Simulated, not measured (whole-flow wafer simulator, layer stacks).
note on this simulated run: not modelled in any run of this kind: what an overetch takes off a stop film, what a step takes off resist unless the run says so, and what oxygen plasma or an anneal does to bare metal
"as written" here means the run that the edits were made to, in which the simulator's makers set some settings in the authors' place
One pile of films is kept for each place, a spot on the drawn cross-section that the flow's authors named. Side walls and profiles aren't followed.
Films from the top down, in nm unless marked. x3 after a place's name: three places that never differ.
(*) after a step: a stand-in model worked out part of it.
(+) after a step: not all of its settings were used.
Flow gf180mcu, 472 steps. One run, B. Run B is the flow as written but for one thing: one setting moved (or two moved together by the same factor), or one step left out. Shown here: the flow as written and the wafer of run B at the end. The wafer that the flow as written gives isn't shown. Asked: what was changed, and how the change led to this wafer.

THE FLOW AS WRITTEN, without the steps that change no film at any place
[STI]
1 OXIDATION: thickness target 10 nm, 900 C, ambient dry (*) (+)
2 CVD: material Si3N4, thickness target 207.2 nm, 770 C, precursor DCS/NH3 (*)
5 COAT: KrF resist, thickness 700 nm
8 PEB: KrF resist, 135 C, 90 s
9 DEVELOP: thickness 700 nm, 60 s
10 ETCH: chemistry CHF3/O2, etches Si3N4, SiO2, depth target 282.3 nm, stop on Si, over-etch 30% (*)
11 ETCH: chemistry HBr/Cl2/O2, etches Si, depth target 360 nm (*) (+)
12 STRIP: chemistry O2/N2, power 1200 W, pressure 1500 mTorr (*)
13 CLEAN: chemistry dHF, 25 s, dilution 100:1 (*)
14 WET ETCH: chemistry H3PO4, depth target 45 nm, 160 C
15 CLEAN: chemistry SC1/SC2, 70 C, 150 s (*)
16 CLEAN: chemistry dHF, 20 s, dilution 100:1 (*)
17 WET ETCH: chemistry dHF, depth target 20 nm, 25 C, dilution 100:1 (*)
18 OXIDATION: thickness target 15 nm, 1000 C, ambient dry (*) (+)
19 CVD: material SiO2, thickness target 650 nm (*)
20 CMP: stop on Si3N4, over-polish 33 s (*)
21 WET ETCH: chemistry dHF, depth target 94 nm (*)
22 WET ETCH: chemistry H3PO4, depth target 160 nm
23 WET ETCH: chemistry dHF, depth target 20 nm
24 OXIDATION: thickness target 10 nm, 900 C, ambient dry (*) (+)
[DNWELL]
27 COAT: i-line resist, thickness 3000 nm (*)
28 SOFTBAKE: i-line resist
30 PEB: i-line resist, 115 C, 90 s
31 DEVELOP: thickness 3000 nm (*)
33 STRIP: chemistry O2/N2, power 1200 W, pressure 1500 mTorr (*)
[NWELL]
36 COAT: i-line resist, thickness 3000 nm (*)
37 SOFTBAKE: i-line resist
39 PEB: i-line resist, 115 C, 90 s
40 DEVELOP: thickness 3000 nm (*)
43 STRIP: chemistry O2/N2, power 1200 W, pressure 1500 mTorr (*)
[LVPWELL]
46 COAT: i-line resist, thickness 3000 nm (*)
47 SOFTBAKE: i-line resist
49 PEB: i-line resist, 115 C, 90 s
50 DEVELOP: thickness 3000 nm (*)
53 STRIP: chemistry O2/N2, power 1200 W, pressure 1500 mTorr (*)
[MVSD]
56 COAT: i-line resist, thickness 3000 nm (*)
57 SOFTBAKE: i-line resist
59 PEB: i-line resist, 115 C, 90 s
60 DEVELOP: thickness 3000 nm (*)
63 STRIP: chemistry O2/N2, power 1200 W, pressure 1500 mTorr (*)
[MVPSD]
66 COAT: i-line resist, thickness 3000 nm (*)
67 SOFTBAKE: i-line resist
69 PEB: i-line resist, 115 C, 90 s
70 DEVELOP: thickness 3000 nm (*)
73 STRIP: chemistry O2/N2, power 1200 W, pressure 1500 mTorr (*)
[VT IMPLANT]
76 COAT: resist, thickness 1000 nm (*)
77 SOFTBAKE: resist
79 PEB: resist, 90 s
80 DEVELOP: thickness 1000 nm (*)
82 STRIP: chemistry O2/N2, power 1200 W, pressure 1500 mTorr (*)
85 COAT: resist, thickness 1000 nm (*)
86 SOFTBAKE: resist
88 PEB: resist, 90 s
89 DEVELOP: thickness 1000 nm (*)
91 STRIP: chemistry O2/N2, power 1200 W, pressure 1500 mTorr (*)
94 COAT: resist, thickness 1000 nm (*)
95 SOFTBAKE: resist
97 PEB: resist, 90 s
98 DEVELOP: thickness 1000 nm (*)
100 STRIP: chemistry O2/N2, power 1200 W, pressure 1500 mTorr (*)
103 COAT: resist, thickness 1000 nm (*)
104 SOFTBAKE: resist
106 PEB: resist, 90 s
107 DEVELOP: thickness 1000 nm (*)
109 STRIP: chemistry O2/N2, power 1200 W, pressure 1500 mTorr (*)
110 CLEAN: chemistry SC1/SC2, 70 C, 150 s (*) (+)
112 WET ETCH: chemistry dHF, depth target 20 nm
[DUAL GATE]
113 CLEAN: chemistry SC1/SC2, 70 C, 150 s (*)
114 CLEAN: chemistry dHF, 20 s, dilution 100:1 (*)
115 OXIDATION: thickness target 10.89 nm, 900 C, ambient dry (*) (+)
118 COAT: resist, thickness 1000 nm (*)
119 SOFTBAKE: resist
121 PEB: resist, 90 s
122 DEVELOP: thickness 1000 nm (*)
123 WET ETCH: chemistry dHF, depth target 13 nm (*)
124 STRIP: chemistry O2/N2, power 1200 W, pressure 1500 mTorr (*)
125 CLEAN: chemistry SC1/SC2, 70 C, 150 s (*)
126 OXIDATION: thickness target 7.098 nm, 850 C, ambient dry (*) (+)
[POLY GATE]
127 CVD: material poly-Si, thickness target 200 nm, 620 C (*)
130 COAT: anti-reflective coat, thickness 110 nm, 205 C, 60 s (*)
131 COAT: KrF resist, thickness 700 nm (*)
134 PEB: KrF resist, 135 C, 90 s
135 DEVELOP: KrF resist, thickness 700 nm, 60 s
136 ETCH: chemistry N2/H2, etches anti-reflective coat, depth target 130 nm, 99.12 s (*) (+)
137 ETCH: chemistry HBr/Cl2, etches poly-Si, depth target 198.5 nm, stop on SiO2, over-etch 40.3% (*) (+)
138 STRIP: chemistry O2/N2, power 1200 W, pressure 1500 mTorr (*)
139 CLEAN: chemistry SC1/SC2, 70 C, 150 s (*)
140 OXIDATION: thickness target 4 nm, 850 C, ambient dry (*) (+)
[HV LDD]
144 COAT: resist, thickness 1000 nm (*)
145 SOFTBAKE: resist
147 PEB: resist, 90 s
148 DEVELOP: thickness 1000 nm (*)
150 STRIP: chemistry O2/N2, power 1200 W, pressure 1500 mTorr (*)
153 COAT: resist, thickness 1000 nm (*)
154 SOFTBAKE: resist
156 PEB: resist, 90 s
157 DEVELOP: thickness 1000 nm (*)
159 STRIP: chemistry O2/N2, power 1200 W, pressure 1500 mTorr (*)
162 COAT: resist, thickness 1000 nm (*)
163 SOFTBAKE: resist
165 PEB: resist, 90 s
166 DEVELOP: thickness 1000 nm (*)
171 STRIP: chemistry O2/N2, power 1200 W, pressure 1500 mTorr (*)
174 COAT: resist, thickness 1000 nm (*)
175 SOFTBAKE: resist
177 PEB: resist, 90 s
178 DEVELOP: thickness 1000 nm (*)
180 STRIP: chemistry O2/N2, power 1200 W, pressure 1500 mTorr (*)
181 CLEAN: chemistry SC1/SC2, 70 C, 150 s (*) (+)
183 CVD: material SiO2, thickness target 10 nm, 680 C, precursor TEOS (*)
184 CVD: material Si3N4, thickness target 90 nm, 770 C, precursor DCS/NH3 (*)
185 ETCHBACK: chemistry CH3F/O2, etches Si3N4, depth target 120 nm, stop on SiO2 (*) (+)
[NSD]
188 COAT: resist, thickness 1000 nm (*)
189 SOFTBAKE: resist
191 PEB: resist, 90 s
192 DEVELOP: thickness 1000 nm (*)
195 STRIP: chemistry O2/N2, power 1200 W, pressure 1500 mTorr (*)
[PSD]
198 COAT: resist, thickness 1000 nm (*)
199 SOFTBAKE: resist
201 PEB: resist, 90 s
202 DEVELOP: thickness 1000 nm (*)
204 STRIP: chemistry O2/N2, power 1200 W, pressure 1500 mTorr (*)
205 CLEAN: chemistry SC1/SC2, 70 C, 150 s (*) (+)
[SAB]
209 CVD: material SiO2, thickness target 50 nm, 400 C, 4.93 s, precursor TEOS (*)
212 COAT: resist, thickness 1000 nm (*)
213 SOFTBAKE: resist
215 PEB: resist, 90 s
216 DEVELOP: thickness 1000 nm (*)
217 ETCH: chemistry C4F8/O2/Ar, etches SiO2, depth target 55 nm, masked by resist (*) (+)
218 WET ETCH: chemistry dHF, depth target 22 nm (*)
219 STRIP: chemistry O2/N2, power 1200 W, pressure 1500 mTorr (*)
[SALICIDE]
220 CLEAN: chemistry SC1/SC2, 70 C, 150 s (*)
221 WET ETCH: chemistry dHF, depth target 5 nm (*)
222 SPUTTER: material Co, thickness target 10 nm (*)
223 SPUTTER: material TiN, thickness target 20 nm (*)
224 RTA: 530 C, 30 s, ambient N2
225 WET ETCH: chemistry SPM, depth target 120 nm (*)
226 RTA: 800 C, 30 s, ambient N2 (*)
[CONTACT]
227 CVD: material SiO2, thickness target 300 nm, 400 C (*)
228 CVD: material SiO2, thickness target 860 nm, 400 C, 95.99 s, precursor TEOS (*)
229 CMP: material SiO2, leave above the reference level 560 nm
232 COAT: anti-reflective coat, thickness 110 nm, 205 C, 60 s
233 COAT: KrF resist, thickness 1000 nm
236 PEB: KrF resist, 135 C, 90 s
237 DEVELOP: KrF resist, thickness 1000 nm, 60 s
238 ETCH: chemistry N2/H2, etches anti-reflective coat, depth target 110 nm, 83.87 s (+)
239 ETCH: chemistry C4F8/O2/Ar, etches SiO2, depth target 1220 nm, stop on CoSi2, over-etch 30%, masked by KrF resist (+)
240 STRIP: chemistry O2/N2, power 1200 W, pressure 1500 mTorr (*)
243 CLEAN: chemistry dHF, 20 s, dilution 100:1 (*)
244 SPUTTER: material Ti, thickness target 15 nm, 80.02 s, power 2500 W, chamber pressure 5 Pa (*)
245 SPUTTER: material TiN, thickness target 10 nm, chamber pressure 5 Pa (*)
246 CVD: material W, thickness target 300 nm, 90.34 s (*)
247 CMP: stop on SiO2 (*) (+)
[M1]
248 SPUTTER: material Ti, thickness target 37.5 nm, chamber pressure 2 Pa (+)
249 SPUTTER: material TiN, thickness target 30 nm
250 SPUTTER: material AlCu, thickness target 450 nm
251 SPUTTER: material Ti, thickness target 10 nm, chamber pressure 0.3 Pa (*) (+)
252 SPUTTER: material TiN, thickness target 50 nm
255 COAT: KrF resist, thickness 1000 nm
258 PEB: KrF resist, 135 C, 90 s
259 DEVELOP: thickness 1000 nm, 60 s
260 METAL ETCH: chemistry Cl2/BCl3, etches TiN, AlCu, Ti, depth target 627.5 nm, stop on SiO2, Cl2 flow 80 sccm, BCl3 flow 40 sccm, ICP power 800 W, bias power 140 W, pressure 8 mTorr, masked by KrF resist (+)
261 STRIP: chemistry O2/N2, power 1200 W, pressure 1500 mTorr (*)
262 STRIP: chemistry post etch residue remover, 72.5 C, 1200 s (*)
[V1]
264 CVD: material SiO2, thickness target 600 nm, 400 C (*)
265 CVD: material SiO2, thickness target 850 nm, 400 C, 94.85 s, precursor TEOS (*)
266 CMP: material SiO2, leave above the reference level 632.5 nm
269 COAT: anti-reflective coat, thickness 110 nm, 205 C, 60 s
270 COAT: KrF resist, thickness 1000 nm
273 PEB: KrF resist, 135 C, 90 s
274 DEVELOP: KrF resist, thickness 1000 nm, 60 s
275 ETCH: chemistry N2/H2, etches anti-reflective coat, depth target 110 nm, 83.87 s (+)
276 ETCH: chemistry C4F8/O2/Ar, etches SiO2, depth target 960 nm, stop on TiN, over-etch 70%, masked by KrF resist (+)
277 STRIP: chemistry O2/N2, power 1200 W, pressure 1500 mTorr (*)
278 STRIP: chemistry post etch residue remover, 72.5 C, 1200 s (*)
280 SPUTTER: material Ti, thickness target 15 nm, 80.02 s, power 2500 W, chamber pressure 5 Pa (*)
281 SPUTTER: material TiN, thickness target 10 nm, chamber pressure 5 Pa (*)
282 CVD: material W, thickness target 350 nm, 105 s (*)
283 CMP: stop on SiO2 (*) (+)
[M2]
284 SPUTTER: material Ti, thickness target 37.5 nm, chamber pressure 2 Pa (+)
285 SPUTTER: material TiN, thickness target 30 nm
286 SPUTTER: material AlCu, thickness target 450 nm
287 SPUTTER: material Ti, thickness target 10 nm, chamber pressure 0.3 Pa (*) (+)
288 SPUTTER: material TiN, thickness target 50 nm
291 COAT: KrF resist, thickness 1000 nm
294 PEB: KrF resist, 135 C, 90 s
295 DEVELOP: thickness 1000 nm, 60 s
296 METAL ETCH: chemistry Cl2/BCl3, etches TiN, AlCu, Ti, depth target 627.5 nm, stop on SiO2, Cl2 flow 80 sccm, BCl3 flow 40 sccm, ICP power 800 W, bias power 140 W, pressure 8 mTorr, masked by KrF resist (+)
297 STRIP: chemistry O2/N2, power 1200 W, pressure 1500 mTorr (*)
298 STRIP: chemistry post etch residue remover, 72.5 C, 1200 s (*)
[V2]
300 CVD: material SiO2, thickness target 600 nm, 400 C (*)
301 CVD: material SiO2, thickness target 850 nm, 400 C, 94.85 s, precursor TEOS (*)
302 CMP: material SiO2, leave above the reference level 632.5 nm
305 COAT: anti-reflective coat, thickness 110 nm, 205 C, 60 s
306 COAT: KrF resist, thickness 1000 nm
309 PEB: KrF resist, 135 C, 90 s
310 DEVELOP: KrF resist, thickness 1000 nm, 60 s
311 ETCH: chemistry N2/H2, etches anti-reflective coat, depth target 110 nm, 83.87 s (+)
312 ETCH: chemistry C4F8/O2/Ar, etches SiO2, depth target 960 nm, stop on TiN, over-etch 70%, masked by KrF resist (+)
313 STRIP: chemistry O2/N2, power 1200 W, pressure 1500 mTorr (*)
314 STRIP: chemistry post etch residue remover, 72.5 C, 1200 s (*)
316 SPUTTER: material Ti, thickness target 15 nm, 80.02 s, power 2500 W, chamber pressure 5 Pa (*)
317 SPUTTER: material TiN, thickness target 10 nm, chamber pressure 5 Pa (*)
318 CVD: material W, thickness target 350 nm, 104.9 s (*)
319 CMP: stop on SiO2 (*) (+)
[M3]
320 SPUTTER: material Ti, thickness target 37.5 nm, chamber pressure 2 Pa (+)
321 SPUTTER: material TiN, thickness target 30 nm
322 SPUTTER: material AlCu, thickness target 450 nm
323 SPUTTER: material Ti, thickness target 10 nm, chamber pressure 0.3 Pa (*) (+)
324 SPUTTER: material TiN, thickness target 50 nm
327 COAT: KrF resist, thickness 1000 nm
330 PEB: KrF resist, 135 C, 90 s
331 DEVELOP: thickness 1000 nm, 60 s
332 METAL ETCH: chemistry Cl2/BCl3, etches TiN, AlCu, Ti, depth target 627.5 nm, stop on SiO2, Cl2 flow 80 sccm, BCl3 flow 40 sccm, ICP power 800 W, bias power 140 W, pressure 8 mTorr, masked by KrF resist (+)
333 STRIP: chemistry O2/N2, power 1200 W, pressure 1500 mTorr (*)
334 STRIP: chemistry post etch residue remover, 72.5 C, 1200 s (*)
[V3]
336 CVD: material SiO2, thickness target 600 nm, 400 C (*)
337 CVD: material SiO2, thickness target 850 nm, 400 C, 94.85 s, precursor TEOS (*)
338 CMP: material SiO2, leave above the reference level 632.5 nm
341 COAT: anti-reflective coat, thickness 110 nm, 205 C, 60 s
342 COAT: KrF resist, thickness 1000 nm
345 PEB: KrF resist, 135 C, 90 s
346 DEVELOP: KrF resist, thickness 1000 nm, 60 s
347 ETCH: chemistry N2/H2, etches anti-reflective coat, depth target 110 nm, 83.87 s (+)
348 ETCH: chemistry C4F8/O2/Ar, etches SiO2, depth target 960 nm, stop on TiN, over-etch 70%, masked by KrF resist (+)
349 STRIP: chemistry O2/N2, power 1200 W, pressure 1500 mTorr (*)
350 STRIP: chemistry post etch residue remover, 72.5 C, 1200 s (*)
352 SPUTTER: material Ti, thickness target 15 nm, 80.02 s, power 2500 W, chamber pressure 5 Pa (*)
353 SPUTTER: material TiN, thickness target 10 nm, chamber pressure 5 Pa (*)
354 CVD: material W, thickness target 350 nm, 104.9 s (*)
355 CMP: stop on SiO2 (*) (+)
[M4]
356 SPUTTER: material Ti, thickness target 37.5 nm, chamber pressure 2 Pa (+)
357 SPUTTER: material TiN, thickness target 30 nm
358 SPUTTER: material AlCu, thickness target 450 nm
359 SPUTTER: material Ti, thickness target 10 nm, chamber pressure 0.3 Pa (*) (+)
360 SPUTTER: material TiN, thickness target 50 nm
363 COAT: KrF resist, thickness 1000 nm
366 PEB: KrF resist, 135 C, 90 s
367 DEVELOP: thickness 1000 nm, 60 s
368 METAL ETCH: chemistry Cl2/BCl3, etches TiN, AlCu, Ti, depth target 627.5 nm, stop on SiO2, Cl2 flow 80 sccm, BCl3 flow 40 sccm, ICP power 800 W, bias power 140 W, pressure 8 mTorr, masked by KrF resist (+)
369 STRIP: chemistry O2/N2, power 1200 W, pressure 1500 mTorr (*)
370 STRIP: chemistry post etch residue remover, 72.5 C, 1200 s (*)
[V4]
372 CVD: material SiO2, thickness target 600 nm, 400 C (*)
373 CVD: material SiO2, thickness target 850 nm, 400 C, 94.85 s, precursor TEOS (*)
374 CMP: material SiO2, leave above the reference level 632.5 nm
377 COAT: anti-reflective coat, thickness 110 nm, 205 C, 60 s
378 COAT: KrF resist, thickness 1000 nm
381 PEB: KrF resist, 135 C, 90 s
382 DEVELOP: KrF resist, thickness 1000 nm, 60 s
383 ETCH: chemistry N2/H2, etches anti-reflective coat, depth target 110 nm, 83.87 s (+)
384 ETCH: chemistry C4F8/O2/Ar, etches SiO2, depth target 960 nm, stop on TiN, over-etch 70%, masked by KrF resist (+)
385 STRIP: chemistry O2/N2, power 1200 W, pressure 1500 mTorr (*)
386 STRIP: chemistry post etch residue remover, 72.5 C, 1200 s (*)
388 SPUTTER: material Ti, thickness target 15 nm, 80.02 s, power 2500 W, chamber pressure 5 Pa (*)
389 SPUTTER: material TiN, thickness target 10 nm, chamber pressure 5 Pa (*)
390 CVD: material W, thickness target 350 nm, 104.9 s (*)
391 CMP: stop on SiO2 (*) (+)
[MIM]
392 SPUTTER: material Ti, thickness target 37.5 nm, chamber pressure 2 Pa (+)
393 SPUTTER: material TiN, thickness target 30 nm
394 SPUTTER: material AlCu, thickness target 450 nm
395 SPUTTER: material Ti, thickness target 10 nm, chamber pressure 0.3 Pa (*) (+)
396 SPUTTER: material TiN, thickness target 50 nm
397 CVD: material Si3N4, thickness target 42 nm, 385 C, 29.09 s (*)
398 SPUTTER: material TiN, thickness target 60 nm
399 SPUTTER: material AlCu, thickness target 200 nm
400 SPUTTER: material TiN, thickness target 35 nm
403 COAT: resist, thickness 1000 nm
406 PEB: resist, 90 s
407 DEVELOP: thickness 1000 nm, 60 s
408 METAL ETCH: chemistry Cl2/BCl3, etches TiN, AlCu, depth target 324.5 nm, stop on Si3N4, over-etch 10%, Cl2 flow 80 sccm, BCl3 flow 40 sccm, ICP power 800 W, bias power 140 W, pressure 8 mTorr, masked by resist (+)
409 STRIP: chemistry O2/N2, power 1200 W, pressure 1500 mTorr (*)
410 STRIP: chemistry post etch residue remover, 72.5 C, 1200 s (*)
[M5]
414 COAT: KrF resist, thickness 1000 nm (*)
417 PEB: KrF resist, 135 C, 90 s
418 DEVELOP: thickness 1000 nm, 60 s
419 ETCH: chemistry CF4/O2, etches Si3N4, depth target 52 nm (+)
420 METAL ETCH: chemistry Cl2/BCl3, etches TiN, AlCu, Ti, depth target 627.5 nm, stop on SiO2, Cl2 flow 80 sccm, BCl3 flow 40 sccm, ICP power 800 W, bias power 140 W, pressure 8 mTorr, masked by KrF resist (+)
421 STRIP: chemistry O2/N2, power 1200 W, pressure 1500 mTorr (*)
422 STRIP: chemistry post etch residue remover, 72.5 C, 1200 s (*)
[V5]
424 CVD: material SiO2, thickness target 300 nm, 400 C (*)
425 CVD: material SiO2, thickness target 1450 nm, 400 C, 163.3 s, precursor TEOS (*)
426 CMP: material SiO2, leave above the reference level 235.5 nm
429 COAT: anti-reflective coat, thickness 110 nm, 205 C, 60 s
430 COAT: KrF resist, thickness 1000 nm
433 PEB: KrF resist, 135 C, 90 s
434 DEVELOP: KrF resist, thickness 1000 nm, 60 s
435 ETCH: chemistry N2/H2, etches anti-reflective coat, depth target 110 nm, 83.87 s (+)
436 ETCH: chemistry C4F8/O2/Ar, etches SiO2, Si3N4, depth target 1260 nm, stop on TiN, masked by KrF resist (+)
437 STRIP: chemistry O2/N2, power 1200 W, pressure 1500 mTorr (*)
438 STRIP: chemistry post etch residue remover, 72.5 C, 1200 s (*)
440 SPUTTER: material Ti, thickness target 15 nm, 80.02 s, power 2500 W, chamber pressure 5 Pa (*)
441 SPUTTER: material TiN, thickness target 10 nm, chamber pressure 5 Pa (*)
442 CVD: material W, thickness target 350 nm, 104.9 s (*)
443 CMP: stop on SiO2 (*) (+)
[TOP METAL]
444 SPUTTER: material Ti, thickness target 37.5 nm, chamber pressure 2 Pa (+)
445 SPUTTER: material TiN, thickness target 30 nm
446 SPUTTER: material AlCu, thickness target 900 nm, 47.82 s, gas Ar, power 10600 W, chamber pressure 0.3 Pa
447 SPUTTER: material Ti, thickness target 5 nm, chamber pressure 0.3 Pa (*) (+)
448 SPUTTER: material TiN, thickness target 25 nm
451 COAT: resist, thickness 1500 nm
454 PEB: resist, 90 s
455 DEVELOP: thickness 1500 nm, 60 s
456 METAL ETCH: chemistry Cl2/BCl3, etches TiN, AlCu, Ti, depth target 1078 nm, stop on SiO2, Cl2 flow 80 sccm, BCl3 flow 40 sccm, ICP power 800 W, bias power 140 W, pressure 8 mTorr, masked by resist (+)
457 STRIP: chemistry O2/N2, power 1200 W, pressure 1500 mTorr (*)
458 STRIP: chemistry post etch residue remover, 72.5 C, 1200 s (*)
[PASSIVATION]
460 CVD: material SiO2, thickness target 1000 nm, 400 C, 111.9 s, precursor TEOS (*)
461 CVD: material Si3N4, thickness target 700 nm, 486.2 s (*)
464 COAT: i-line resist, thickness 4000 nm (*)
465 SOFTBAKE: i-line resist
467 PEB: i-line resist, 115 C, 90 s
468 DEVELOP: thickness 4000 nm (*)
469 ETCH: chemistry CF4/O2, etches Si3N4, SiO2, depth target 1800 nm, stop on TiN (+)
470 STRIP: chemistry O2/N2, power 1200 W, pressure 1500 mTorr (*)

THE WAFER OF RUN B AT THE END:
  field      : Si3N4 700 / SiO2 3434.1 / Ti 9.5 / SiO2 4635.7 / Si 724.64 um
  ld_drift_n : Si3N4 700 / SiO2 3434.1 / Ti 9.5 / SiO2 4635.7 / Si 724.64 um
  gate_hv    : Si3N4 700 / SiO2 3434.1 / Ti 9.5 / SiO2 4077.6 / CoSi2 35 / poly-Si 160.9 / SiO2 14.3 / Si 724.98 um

The cause: step 358, SPUTTER: thickness target 302 nm was run, where the flow has thickness target 450 nm; step 368, METAL ETCH: depth target 420 nm was run, where the flow has depth target 627.5 nm.

How the change led to this, step by step:
  358 SPUTTER: material AlCu, thickness target 450 nm
      field, field__w1, field__w2 and 108 more: AlCu +302 (new film) (as written it would be: AlCu +450 (new film))
  368 METAL ETCH: chemistry Cl2/BCl3, etches TiN, AlCu, Ti, depth target 627.5 nm, stop on SiO2, Cl2 flow 80 sccm, BCl3 flow 40 sccm, ICP power 800 W, bias power 140 W, pressure 8 mTorr, masked by KrF resist (+)
      field, field__w1, field__w2 and 103 more: TiN -50 (all of it), Ti -10 (all of it), AlCu -302 (all of it), TiN -30 (all of it), Ti -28 (as written it would be: TiN -50 (all of it), Ti -10 (all of it), AlCu -450 (all of it), TiN -30 (all of it), Ti -37.5 (all of it))
      field__w8, contact, m1, m1__w1, m1_nw: KrF resist -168 (as written it would be: KrF resist -251)
  369 STRIP: chemistry O2/N2, power 1200 W, pressure 1500 mTorr (*)
      field__w8, contact, m1, m1__w1, m1_nw: KrF resist -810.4 (all of it) (as written it would be: KrF resist -727.4 (all of it))
  372 CVD: material SiO2, thickness target 600 nm, 400 C (*)
      field, field__w1, field__w2 and 103 more: SiO2 +600 (new film) (as written it would be: SiO2 +600)
  374 CMP: material SiO2, leave above the reference level 632.5 nm
      field, field__w1, field__w2 and 103 more: SiO2 -457.5 (as written it would be: SiO2 -300)
Counting metal films that touch as one body, field has 1 body; the flow as written gives 0 bodies.
Counting metal films that touch as one body, ld_drift_n has 1 body; the flow as written gives 0 bodies.
Counting metal films that touch as one body, gate_hv has 2 bodies (between them, from the top down: SiO2 4077.6); the flow as written gives 1 body.
